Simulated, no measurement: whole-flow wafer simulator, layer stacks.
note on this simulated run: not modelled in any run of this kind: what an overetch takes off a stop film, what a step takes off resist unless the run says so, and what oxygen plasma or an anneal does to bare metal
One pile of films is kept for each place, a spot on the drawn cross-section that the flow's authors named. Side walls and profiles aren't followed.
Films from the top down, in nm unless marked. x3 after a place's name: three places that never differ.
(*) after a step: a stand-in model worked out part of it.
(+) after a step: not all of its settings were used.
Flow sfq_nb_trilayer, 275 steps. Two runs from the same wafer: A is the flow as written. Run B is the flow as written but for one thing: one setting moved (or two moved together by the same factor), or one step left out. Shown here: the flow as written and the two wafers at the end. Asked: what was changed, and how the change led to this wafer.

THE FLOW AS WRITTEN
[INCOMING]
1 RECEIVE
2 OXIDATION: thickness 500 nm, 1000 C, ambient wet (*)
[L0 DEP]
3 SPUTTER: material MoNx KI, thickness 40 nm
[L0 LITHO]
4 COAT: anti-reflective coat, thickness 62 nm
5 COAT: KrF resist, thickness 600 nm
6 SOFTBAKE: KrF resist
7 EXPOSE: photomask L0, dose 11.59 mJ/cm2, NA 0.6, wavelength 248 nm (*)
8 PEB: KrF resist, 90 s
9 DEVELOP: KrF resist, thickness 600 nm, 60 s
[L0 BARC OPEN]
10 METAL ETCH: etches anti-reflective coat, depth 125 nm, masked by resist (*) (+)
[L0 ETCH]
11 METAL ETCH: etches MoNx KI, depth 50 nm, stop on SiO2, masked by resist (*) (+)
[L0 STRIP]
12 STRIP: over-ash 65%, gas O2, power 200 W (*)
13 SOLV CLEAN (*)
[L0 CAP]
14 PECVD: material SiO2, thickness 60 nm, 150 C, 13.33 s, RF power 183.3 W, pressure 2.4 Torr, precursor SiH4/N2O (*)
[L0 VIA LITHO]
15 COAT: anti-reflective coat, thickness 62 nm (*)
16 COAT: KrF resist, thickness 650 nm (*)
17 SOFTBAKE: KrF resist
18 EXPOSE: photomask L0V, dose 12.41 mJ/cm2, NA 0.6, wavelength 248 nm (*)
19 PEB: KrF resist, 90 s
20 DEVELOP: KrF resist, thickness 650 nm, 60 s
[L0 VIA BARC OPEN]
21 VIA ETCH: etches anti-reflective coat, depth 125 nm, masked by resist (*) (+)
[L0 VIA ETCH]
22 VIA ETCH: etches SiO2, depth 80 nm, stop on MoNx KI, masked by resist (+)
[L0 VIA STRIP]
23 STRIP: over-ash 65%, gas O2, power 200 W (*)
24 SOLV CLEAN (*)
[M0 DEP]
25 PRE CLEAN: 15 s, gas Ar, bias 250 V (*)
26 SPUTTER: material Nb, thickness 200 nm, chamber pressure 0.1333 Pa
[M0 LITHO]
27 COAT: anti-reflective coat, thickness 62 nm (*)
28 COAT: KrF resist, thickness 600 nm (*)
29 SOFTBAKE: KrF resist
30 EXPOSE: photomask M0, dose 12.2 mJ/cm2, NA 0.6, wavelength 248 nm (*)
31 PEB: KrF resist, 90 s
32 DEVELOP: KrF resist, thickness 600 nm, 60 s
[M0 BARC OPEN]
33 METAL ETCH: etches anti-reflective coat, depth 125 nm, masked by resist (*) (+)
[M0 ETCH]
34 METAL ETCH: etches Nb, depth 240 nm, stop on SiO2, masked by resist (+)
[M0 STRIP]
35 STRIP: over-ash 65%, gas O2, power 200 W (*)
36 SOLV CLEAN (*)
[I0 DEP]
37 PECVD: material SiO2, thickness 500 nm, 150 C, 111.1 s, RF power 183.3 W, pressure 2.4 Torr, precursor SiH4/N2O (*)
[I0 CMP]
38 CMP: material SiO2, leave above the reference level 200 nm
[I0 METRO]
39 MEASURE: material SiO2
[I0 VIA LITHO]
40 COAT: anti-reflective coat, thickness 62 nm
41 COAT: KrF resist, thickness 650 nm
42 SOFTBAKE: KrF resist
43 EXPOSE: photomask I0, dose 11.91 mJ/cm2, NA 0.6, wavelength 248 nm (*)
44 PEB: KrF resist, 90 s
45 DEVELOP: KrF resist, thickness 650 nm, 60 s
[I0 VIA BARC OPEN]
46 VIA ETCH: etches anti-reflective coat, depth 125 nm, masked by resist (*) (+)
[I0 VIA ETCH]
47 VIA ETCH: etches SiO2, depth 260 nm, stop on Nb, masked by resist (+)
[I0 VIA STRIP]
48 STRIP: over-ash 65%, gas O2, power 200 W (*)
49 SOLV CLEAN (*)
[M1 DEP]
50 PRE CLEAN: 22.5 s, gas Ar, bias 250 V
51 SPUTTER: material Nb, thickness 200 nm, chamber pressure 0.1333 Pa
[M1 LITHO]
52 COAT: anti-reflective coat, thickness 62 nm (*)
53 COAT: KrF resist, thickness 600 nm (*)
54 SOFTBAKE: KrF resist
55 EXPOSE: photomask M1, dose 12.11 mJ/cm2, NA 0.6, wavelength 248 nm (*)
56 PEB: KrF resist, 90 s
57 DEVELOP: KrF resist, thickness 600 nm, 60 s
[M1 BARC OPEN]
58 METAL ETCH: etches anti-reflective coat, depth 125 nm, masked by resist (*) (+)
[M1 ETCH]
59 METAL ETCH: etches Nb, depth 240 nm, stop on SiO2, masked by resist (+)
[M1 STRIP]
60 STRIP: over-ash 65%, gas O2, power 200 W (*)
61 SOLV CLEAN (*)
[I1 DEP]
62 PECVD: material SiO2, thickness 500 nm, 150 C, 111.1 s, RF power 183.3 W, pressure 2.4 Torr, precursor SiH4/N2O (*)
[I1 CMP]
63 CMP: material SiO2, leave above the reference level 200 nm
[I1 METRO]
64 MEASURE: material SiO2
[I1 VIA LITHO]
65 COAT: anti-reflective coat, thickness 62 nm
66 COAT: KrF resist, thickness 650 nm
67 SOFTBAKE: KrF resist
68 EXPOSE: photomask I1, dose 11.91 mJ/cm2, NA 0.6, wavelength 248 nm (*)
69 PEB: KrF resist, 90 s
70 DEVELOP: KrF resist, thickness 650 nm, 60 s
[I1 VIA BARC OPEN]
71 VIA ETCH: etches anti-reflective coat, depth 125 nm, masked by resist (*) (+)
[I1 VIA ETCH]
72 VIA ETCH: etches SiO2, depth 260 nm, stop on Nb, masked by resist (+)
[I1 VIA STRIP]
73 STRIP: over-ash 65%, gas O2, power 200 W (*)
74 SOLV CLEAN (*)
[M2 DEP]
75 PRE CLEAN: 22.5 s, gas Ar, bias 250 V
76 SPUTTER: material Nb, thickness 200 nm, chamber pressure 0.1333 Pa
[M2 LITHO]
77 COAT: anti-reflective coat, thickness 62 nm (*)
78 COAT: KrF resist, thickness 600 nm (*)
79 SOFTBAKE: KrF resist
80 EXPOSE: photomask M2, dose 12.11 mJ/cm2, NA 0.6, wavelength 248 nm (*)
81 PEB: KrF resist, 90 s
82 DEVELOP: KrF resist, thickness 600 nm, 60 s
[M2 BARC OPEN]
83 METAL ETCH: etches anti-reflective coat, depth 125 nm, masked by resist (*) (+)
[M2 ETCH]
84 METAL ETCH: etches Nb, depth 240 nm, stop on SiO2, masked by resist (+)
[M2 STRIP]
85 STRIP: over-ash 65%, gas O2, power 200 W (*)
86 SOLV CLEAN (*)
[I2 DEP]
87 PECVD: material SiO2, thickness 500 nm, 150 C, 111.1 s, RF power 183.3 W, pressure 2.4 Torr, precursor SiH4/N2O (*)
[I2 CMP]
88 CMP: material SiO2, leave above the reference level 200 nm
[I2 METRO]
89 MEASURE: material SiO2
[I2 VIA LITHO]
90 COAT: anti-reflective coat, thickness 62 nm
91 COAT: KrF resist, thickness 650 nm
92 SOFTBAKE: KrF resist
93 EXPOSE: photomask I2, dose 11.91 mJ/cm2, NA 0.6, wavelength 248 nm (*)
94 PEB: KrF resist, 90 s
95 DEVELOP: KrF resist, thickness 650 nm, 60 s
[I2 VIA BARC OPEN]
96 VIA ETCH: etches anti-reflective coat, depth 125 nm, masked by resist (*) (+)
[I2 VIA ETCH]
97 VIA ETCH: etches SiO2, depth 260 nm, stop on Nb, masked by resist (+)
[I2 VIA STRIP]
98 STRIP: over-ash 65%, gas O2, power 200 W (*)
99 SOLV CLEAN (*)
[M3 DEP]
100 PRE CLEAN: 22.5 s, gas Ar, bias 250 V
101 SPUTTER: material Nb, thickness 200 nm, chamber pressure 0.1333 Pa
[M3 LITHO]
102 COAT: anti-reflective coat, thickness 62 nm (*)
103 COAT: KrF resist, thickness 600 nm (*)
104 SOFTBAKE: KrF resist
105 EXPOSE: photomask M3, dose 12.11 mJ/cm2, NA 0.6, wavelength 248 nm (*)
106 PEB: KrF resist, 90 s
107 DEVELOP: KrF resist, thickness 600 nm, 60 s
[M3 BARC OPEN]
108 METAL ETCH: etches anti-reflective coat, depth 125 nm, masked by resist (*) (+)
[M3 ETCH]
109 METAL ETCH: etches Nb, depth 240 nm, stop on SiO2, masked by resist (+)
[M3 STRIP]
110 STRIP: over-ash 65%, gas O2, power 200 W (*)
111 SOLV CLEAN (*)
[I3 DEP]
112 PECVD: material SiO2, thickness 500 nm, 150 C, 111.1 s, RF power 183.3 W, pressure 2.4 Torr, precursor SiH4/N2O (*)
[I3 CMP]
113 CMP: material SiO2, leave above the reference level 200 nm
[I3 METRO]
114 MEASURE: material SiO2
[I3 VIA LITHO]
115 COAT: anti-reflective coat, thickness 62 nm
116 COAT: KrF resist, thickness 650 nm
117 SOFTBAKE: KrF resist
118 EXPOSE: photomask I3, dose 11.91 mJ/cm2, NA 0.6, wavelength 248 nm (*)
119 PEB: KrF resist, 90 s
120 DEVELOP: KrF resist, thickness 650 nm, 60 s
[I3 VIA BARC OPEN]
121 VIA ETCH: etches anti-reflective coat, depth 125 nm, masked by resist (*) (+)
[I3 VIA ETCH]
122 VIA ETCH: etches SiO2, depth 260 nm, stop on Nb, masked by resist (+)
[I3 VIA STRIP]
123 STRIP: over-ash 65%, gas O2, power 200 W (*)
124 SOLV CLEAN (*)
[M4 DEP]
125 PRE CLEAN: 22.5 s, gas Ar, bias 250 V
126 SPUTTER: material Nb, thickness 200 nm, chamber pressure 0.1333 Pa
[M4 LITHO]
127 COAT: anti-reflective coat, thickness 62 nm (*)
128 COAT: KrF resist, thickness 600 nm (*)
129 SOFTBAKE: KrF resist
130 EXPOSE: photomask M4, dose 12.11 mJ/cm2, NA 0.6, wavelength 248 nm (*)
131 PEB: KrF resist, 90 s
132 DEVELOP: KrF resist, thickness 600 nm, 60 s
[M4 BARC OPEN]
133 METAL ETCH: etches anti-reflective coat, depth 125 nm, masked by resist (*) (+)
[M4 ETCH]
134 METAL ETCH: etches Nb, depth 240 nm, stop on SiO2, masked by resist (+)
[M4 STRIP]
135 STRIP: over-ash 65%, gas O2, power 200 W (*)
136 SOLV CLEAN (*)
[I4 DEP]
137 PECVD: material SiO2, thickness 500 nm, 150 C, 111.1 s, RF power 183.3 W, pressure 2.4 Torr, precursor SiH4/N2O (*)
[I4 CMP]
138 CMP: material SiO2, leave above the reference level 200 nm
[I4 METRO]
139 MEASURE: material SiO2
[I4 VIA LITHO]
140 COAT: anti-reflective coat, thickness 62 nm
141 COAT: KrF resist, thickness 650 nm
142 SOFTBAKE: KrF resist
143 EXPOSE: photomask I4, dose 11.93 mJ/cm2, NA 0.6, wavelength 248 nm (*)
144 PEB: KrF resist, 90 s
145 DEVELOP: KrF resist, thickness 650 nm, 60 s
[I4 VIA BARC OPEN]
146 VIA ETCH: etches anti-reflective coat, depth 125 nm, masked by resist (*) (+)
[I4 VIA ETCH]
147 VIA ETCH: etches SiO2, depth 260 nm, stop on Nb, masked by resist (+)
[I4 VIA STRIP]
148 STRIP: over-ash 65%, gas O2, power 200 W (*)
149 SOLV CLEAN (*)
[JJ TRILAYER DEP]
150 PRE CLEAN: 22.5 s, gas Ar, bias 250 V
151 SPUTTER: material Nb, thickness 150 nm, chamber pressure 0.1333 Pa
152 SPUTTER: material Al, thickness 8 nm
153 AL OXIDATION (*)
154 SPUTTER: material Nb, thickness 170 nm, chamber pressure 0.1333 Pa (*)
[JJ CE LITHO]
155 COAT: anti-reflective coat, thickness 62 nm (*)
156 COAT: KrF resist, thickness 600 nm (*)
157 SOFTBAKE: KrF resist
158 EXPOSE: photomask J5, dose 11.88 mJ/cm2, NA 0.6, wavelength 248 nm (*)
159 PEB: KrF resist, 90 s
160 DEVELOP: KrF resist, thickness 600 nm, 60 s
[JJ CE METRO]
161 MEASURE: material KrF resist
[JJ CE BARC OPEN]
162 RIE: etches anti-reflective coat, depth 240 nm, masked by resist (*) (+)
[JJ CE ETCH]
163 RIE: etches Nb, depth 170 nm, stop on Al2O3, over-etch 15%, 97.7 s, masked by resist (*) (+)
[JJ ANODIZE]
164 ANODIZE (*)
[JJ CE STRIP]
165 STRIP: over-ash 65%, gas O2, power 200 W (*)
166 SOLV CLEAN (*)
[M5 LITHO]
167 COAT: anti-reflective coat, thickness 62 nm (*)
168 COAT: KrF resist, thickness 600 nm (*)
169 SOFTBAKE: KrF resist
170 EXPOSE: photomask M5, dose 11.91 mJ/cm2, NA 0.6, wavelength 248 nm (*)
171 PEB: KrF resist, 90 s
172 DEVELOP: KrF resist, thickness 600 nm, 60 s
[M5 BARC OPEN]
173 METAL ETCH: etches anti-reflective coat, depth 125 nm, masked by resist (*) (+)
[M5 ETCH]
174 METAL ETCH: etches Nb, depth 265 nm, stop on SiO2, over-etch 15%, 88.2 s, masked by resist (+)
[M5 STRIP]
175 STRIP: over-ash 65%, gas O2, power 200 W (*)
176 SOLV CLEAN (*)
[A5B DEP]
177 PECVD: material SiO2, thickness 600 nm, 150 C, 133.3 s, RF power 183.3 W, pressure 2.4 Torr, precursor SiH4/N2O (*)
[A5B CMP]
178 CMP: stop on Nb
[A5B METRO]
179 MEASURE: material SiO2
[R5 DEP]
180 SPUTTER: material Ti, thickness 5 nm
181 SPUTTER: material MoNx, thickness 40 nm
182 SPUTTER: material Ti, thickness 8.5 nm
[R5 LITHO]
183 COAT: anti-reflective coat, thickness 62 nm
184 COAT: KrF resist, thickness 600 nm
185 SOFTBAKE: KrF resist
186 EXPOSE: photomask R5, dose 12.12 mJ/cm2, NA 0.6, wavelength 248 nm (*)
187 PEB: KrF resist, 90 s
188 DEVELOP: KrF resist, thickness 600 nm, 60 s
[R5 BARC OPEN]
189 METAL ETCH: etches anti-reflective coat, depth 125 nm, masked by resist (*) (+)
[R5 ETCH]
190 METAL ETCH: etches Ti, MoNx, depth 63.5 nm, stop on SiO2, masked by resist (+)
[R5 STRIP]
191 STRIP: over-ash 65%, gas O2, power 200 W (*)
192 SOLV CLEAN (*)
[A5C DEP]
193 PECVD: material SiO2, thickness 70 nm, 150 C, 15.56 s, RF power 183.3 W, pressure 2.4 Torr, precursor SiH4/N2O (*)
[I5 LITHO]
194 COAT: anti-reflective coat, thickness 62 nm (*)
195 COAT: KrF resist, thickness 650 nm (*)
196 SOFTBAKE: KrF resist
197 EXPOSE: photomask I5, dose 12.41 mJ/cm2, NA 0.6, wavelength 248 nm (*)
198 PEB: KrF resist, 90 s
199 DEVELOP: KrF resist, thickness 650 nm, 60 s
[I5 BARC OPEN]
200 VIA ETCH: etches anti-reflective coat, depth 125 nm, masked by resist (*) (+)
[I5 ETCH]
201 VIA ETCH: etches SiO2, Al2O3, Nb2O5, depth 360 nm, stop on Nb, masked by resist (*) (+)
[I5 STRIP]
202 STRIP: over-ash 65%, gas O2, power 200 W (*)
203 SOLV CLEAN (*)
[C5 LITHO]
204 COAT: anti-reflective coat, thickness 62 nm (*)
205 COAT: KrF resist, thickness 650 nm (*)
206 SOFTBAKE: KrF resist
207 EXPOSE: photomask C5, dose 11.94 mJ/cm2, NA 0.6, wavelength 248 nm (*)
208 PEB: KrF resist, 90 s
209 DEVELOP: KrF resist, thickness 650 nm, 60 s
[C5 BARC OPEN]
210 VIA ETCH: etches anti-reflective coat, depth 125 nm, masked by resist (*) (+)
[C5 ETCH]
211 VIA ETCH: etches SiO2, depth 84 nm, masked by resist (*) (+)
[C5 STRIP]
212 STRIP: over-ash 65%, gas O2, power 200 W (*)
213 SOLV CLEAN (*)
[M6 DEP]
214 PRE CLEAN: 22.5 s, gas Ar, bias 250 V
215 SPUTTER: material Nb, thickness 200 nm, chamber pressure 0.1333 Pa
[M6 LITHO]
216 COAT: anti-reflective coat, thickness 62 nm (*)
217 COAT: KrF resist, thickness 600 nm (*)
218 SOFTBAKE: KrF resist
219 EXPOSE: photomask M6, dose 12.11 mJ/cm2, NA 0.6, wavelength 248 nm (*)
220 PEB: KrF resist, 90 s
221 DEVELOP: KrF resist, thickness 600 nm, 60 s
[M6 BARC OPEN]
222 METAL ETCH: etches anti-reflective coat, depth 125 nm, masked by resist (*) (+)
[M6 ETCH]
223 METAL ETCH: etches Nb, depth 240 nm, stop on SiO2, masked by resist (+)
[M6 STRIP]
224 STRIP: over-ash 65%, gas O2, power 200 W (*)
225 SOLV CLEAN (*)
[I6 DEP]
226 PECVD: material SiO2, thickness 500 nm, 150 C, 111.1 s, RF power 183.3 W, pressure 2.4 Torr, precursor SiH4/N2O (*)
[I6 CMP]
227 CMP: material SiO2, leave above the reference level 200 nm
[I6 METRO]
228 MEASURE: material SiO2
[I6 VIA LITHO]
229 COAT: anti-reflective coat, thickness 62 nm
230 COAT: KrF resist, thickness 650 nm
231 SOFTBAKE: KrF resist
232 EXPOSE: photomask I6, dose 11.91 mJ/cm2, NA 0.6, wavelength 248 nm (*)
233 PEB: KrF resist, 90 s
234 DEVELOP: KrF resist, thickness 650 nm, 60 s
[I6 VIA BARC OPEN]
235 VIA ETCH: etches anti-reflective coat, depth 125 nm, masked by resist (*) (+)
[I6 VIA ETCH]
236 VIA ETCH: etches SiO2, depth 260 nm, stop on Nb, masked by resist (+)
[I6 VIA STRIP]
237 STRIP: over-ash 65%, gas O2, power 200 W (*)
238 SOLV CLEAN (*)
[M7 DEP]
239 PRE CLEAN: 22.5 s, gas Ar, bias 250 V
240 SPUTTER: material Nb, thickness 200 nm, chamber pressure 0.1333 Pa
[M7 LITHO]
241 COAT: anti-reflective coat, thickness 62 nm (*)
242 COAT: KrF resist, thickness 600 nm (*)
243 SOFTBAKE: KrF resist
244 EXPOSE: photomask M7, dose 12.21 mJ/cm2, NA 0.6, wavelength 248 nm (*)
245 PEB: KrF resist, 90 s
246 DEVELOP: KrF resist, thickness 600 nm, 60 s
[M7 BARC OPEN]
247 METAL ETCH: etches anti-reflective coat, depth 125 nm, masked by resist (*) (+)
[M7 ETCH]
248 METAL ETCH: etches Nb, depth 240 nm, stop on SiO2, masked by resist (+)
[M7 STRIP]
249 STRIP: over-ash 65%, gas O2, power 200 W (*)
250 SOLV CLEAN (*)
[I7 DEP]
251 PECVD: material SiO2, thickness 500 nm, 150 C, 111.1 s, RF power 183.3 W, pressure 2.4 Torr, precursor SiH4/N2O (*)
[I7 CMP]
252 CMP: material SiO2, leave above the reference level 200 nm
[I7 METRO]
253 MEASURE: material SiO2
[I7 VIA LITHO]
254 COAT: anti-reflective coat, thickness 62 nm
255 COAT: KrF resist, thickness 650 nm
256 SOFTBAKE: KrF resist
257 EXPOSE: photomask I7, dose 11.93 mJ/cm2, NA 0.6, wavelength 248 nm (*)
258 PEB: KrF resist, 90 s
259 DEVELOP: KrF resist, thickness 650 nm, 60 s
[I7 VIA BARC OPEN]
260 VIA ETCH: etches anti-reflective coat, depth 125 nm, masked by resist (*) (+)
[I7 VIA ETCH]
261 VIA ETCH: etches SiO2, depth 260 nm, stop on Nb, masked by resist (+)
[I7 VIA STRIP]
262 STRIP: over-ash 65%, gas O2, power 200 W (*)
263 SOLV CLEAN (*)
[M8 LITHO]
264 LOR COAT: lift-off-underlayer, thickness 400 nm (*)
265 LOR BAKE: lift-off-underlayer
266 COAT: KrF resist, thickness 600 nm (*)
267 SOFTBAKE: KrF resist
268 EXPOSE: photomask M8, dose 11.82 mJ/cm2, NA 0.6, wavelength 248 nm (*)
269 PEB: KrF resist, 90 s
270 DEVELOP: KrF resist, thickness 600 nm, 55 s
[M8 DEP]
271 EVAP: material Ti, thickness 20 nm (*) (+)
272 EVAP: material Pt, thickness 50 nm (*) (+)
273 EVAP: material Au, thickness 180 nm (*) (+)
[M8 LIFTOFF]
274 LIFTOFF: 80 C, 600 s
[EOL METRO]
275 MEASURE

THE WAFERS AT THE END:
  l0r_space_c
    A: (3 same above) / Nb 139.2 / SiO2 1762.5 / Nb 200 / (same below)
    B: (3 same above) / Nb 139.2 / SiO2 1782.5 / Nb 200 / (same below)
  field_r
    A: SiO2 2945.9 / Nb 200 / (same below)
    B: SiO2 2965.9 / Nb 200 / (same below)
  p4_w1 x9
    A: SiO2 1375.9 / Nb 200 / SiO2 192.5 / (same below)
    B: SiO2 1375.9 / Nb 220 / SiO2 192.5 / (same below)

The cause: step 126, SPUTTER: thickness 220 nm was run, where the flow has thickness 200 nm.
It can be read off the wafer: p4_w1 x9 has Nb 220, and step 126 as written asks for 200 nm.

How the change led to this, step by step:
  126 SPUTTER: material Nb, thickness 200 nm, chamber pressure 0.1333 Pa
      field_l, v_sur, via_wl and 102 more: A Nb +200 (new film) | B Nb +220 (new film)
      via_v: A Nb +165.5 | B Nb +182.3
  134 METAL ETCH: etches Nb, depth 240 nm, stop on SiO2, masked by resist (+)
      field_l, be, be_sur and 64 more: A Nb -200 (all of it) | B Nb -220 (all of it)
  137 PECVD: material SiO2, thickness 500 nm, 150 C, 111.1 s, RF power 183.3 W, pressure 2.4 Torr, precursor SiH4/N2O (*)
      p3_s0 x6: A SiO2 +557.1 | B SiO2 +577.1
  138 CMP: material SiO2, leave above the reference level 200 nm
      field_l, be, be_sur and 55 more: A SiO2 -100 | B SiO2 -80
      lsp_r, l0_sur, l0v: A SiO2 -91.9 | B SiO2 -71.1
